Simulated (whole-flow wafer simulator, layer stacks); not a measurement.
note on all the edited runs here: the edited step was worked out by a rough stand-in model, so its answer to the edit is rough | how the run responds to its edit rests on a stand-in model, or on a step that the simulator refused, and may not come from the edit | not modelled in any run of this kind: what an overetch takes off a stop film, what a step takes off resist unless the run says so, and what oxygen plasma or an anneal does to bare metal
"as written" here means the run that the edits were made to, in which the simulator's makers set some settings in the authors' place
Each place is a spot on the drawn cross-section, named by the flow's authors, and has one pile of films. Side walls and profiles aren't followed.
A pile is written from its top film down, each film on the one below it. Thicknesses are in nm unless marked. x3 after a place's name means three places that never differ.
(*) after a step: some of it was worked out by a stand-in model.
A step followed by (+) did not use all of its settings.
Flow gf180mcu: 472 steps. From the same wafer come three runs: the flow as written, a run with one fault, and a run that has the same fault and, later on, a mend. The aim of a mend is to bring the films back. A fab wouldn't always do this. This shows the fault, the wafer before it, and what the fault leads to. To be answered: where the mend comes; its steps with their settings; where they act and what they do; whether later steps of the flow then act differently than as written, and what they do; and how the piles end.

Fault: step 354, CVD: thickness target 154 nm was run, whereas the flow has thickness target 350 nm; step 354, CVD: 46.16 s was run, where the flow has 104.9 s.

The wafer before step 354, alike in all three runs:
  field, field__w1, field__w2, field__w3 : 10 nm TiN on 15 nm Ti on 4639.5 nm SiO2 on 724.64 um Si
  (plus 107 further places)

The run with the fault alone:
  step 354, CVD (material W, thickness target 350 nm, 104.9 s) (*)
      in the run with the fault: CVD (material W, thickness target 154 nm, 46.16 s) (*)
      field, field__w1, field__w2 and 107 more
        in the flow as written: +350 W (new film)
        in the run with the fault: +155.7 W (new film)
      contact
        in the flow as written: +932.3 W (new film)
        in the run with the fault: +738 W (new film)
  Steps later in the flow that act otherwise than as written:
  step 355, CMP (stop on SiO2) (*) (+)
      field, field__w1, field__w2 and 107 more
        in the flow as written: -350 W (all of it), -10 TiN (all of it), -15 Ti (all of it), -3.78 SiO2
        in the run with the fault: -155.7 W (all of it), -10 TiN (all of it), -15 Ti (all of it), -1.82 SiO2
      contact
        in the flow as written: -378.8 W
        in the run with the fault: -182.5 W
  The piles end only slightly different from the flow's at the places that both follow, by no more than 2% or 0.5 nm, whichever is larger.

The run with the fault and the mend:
  After step 354 comes the mend.
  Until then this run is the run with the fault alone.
  step 354a, CVD (material W, thickness target 196 nm, 58.75 s) (the flow's step 354 again, with other settings)
      field, field__w1, field__w2 and 108 more
        +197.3 W
  Later steps of the flow that are run all act as written at every place that is followed, up to a difference of at most 2% or 0.5 nm, whichever is larger.
  The piles end only slightly different from the flow's at the places that both follow, by no more than 2% or 0.5 nm, whichever is larger.
